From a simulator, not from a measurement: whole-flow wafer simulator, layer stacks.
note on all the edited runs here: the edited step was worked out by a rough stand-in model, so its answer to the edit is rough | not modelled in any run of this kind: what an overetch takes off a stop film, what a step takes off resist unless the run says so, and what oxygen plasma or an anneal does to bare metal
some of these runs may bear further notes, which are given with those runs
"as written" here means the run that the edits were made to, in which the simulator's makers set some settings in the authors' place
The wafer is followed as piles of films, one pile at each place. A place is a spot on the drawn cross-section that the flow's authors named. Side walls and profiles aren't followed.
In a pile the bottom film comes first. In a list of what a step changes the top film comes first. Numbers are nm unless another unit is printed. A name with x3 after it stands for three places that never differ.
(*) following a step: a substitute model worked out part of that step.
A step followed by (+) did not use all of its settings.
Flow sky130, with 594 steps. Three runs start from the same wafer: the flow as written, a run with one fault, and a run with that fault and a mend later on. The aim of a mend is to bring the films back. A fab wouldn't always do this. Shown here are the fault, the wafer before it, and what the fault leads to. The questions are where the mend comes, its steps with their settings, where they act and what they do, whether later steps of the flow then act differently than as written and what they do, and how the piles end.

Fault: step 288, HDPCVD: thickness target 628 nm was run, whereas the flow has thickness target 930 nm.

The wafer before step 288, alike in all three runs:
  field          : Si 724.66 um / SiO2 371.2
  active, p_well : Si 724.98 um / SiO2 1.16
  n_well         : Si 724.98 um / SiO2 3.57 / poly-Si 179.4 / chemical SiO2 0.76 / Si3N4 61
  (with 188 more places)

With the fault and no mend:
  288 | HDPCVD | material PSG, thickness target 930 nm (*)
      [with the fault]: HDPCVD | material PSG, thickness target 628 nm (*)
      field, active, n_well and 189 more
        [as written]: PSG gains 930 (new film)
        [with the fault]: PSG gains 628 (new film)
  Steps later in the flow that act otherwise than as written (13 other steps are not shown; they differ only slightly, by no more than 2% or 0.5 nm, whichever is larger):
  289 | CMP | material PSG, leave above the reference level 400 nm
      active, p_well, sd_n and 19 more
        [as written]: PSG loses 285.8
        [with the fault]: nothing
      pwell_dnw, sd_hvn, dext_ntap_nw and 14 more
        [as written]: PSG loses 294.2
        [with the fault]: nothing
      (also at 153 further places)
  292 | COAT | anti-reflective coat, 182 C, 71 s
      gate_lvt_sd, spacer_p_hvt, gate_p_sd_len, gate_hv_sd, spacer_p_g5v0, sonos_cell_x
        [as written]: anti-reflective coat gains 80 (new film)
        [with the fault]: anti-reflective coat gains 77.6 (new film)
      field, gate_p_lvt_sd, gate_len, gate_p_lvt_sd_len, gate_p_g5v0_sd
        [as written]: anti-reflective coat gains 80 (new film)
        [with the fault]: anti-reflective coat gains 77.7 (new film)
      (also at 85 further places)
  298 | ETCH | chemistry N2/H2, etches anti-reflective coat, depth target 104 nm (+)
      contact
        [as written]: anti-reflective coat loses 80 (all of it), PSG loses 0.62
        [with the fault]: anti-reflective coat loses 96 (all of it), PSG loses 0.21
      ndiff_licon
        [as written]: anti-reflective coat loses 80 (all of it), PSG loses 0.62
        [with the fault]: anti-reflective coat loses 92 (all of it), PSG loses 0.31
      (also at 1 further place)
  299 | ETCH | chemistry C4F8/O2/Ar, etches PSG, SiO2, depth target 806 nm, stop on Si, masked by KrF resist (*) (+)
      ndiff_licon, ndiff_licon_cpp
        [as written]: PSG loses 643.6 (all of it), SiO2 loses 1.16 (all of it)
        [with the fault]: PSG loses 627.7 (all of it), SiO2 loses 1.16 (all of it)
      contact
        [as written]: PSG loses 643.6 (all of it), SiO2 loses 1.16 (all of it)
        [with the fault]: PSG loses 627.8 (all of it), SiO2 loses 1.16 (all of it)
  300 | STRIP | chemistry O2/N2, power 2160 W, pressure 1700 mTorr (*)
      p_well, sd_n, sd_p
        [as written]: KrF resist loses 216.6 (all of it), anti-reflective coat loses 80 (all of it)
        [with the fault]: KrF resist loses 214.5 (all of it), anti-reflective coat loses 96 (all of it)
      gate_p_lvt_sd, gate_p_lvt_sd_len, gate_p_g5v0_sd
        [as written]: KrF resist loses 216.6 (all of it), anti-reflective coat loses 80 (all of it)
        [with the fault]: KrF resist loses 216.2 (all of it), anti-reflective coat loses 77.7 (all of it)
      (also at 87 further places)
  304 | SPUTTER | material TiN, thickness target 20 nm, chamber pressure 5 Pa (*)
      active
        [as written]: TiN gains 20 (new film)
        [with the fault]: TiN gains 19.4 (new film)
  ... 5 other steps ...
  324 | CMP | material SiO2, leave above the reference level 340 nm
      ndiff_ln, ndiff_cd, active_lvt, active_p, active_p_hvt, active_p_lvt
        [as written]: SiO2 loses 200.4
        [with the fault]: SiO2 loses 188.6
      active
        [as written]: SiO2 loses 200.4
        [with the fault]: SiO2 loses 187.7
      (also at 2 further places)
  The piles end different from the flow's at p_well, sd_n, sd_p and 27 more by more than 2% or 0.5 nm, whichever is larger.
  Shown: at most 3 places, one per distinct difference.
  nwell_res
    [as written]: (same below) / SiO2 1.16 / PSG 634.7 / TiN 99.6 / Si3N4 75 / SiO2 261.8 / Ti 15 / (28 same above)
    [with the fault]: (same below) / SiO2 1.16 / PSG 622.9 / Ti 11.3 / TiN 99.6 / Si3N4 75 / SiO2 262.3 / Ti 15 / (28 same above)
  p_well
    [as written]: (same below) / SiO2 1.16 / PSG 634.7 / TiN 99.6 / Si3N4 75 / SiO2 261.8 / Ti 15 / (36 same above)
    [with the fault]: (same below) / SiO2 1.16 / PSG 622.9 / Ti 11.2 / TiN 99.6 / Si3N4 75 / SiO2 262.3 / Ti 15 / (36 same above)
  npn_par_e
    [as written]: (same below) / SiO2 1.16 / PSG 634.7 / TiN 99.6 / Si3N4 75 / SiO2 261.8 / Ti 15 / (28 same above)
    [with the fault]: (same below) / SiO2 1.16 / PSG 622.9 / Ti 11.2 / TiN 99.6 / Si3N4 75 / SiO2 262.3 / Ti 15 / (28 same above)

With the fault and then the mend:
  After step 288 comes the mend.
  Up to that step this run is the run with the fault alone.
  288a | HDPCVD | material PSG, thickness target 302 nm (*) (the flow's step 288, run once more with other settings)
      field, active, n_well and 189 more
        PSG gains 302
  Every later step of the flow that is run acts as written, at every place that is followed, to within 2% or 0.5 nm, whichever is larger.
  At the end the piles are close to the flow's at the places that both follow, differing by at most 2% or 0.5 nm, whichever is larger.
